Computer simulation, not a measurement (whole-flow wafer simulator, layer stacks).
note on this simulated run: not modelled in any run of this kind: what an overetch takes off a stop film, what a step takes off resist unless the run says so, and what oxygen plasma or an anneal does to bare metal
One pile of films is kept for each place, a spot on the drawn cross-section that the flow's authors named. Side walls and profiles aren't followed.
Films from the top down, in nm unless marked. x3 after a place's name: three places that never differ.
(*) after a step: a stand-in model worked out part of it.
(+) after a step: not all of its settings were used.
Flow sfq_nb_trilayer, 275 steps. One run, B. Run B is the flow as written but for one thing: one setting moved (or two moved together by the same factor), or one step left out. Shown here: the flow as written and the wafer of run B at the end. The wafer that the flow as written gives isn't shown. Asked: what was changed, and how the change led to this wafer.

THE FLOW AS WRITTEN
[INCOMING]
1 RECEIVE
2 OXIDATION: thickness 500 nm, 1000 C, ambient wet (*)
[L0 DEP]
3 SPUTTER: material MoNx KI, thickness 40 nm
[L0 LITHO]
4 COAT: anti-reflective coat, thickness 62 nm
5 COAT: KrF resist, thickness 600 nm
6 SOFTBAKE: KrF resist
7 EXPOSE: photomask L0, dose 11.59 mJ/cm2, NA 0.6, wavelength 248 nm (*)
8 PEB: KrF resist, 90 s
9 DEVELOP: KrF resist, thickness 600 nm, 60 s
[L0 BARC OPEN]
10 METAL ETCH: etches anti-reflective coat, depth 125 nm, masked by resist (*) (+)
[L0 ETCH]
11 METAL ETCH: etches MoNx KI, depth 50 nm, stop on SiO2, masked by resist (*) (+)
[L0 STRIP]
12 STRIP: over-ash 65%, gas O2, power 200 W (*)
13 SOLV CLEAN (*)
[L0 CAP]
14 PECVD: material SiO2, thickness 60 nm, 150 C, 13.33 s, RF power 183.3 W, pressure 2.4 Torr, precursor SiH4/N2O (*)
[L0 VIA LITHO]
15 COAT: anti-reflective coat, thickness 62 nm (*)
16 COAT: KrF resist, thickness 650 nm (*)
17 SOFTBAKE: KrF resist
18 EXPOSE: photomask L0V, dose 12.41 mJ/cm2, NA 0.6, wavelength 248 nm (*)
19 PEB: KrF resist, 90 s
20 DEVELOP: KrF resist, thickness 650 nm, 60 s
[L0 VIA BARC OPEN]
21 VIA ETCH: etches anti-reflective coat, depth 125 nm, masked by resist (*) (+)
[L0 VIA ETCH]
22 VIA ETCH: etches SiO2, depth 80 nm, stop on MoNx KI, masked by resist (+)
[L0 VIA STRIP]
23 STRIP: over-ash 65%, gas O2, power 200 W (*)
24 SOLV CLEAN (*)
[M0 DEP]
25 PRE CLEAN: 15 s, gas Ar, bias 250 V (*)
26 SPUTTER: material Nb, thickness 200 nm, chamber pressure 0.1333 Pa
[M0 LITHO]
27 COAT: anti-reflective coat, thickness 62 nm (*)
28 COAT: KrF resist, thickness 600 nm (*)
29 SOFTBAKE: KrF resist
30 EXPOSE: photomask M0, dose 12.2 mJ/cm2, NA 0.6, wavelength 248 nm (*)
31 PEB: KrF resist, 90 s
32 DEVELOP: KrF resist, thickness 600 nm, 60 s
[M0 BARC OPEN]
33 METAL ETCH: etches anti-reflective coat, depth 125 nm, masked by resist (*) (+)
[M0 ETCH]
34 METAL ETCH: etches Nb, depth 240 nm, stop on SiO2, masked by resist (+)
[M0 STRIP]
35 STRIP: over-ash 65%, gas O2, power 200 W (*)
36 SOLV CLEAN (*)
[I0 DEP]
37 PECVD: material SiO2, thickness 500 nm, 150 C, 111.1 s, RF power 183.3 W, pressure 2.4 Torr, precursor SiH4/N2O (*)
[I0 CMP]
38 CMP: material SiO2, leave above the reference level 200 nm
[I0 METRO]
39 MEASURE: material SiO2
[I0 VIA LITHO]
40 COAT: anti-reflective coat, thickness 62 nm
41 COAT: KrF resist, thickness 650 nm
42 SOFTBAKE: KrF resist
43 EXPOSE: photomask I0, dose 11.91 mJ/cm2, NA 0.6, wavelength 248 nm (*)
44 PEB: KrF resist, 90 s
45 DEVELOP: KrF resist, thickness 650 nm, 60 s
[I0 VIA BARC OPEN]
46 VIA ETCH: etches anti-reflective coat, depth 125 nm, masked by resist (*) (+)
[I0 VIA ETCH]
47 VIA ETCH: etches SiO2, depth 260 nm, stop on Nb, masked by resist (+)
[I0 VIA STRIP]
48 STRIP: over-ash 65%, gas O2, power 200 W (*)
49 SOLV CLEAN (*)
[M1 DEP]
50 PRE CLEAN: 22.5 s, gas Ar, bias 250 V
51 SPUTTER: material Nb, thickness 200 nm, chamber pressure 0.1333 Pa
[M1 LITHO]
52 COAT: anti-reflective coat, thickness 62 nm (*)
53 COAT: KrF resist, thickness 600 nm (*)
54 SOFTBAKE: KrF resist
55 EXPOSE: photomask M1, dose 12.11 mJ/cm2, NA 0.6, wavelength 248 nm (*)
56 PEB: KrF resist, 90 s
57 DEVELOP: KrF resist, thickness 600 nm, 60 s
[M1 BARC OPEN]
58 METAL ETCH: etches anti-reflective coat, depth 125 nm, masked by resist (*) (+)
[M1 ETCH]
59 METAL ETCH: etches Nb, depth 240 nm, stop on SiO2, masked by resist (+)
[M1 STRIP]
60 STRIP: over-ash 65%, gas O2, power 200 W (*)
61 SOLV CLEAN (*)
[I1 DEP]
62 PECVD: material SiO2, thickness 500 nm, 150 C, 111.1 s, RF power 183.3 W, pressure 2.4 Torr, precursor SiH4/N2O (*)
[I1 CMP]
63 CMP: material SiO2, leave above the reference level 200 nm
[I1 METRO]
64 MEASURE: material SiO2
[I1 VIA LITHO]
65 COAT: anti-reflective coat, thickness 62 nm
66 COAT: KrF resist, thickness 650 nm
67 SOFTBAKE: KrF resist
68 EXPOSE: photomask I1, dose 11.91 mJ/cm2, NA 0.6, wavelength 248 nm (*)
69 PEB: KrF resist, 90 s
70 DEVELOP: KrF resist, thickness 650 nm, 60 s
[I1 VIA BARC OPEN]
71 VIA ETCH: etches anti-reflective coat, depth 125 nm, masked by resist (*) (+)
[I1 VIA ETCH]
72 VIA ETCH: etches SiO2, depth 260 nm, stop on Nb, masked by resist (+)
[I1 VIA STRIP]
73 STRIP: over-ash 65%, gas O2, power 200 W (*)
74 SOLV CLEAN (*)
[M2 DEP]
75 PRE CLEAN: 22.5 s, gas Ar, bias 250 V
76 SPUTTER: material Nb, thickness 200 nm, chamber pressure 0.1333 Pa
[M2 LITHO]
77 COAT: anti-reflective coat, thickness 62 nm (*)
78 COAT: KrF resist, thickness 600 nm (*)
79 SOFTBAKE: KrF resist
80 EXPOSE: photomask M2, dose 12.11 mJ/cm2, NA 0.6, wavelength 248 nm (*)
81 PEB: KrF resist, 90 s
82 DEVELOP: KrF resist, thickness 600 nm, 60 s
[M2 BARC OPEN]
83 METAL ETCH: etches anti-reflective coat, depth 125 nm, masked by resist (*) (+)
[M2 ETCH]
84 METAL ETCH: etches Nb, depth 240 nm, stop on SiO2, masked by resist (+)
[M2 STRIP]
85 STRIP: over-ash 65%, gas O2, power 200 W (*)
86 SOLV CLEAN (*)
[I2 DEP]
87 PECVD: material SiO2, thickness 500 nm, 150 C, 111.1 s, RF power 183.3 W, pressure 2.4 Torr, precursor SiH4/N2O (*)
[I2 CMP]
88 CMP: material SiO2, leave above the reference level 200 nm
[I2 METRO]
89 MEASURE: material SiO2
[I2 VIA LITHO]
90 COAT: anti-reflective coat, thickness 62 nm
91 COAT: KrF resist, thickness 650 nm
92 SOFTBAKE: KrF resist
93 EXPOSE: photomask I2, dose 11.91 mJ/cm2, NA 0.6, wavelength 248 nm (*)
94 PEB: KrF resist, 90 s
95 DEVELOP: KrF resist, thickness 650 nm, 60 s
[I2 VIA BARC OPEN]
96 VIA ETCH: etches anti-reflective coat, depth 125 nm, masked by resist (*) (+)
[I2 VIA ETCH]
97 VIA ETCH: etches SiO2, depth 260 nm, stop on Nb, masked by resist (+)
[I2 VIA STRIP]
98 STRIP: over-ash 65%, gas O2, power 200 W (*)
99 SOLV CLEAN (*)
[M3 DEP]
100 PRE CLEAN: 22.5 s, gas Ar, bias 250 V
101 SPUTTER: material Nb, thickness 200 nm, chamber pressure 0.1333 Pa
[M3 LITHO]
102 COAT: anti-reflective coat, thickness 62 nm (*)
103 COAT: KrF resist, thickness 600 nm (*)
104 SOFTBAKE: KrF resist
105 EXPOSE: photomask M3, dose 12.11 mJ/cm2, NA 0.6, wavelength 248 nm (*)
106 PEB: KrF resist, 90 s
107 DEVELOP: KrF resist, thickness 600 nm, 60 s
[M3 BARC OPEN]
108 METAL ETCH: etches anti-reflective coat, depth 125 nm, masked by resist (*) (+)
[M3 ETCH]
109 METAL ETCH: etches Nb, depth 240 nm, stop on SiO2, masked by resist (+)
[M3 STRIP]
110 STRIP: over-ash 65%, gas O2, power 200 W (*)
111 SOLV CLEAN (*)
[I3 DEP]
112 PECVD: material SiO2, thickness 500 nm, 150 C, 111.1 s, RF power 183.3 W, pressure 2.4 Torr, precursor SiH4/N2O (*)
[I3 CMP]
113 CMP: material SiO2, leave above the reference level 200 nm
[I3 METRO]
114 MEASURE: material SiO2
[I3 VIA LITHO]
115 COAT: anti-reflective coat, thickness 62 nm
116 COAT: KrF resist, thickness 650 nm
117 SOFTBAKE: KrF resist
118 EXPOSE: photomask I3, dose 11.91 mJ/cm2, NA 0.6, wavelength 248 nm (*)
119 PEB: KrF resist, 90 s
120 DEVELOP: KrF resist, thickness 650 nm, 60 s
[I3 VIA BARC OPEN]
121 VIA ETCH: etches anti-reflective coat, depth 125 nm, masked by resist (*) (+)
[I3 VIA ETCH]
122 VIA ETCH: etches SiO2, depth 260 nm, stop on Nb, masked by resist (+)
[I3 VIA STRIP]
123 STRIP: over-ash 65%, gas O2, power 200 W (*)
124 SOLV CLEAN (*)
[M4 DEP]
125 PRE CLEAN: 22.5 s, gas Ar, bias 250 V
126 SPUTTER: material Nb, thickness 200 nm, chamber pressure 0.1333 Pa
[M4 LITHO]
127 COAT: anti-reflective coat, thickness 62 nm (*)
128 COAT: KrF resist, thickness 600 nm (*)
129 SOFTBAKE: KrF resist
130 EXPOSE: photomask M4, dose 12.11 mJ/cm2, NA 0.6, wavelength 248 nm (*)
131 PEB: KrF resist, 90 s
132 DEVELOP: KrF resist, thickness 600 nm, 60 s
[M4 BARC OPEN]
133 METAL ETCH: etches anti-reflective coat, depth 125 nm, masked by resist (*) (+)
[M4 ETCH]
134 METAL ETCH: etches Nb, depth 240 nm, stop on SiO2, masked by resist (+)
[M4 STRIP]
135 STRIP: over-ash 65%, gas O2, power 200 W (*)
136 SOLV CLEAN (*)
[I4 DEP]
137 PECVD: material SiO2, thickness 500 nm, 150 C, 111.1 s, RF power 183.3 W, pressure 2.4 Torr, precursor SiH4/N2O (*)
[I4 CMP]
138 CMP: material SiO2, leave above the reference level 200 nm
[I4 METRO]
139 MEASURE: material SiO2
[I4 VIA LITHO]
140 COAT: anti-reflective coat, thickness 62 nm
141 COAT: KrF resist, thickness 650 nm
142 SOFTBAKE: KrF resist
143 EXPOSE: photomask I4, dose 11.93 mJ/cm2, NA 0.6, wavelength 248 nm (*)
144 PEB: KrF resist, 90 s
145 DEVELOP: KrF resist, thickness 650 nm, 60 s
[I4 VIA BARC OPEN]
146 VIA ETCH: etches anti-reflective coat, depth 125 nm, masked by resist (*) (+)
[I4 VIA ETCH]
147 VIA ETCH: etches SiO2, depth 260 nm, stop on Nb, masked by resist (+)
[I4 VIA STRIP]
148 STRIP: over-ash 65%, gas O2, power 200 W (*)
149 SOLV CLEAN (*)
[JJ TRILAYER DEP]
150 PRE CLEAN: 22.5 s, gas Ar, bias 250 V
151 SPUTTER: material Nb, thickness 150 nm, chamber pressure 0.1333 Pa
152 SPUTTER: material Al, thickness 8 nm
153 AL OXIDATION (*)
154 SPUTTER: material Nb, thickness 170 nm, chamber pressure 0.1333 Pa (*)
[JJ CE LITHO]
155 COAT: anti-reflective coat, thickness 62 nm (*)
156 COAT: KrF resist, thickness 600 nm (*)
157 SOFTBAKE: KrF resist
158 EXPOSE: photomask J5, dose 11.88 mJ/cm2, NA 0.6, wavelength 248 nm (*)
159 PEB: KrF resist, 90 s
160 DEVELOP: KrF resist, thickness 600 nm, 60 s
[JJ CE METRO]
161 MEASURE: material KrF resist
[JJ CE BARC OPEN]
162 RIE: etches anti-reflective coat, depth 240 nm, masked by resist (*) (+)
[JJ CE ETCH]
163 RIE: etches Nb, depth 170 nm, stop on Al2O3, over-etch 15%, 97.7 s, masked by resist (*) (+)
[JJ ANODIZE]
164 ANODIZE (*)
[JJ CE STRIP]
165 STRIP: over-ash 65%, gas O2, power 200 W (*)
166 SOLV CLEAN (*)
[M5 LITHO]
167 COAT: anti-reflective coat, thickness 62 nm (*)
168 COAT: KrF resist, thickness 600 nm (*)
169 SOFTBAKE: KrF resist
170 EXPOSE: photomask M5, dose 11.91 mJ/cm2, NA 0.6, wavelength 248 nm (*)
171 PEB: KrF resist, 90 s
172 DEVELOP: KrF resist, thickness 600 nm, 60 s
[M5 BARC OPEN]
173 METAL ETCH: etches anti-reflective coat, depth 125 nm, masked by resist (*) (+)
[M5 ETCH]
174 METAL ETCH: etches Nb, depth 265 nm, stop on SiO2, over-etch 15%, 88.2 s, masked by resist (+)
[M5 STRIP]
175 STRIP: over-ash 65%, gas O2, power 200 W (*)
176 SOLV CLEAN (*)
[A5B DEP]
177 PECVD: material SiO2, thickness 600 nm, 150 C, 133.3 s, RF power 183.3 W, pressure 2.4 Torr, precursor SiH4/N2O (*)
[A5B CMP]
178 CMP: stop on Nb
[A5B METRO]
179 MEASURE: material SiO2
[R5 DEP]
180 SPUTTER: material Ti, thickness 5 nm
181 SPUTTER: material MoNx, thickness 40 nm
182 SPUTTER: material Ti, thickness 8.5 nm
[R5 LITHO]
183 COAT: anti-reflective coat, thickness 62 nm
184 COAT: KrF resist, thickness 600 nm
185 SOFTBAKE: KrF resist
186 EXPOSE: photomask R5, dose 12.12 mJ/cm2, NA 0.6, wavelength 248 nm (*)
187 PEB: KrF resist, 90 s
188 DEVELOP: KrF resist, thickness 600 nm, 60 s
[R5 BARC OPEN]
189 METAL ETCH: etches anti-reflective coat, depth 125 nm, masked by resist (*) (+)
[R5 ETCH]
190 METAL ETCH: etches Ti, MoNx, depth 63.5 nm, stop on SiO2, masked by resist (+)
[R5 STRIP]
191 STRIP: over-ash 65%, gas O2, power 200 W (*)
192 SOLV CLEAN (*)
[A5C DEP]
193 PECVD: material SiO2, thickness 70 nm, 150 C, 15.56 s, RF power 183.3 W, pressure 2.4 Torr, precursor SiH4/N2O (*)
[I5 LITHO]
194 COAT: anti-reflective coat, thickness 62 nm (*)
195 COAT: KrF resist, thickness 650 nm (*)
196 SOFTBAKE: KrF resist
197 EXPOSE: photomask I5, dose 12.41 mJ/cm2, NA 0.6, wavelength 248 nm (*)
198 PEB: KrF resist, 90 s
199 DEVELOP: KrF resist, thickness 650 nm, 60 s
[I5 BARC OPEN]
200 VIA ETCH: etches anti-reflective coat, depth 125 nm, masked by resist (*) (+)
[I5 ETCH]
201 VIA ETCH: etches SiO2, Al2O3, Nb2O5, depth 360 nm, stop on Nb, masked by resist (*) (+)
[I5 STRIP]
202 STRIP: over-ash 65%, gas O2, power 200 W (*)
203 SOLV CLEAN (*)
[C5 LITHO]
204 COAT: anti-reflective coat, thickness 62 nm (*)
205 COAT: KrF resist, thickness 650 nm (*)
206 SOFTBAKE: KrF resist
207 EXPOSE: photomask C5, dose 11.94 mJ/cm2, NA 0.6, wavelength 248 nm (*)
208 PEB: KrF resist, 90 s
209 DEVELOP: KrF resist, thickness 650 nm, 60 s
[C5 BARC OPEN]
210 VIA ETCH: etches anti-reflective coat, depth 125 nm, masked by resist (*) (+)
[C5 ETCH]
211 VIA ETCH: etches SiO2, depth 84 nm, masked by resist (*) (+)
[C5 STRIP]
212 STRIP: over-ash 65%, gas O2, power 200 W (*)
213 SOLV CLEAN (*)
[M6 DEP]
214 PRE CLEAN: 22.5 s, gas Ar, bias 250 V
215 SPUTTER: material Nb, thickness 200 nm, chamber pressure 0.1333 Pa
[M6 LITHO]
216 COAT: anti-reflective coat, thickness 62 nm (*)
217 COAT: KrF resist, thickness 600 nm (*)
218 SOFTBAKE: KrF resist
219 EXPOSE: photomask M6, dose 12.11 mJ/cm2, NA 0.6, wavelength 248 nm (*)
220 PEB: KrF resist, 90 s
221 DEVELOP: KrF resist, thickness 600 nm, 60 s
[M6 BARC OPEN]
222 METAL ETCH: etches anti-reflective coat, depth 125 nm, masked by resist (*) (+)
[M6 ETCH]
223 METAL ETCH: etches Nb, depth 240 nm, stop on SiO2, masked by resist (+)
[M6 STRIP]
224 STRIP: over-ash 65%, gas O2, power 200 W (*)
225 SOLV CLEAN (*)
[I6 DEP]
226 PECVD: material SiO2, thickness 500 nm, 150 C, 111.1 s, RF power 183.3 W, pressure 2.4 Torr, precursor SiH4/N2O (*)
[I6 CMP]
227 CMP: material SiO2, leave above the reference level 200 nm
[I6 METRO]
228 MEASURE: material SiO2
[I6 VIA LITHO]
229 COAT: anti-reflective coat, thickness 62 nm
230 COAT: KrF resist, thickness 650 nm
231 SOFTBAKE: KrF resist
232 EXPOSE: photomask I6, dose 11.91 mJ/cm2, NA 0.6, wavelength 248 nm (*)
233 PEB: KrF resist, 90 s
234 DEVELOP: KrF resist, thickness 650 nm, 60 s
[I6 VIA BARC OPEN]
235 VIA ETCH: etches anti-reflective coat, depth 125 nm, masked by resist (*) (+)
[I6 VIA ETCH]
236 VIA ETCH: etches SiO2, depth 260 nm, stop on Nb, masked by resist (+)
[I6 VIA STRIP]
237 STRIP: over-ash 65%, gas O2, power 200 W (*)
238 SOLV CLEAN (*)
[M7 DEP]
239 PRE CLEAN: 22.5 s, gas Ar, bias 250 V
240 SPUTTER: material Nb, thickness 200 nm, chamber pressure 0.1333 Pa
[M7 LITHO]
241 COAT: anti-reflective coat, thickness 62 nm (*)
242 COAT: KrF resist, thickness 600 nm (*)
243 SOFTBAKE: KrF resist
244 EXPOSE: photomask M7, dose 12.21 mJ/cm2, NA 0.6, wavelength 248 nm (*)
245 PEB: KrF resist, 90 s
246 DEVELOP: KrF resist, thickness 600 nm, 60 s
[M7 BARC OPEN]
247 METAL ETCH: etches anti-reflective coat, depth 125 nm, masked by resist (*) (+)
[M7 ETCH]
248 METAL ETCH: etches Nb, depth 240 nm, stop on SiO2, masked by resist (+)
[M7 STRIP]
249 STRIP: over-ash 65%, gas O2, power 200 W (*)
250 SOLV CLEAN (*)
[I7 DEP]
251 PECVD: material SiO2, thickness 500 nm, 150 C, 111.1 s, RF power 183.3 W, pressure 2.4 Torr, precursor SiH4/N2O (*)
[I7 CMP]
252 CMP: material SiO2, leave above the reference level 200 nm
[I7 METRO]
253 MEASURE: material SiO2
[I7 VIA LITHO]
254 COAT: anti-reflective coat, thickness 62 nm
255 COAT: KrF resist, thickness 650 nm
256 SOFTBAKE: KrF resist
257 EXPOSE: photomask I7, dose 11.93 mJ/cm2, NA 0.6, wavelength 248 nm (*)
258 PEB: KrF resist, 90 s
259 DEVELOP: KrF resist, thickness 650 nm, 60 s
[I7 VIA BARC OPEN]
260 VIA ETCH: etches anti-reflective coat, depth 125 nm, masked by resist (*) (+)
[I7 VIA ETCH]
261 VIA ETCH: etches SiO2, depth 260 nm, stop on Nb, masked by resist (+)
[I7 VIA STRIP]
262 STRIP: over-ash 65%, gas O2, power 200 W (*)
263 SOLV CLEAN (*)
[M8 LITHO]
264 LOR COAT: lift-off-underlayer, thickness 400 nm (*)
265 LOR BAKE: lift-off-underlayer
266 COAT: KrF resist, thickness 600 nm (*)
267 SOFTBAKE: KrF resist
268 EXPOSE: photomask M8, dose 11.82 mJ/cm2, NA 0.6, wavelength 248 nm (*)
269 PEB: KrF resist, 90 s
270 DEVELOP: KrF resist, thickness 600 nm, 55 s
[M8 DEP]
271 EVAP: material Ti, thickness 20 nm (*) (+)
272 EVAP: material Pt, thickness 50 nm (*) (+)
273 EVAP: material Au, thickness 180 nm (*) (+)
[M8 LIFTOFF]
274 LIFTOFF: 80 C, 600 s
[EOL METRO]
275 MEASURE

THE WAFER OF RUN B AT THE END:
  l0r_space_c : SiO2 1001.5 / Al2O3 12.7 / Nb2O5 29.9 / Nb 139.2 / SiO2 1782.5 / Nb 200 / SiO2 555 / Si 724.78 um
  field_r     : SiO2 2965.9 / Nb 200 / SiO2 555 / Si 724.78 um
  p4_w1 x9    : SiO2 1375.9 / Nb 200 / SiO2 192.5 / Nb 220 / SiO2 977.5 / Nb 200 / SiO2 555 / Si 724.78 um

The cause: step 101, SPUTTER: thickness 220 nm was run, where the flow has thickness 200 nm.
It can be read off the wafer: p4_w1 x9 has Nb 220, and step 101 as written asks for 200 nm.

How the change led to this, step by step:
  101 SPUTTER: material Nb, thickness 200 nm, chamber pressure 0.1333 Pa
      field_l, v_sur, via_wl and 102 more: Nb +220 (new film) (as written it would be: Nb +200 (new film))
      via_w: Nb +182.3 (as written it would be: Nb +165.5)
  109 METAL ETCH: etches Nb, depth 240 nm, stop on SiO2, masked by resist (+)
      field_l, be, be_sur and 72 more: Nb -220 (all of it) (as written it would be: Nb -200 (all of it))
  112 PECVD: material SiO2, thickness 500 nm, 150 C, 111.1 s, RF power 183.3 W, pressure 2.4 Torr, precursor SiH4/N2O (*)
      p4_g1 x2, p3_s0 x6: SiO2 +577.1 (as written it would be: SiO2 +557.1)
  113 CMP: material SiO2, leave above the reference level 200 nm
      field_l, be, be_sur and 64 more: SiO2 -80 (as written it would be: SiO2 -100)
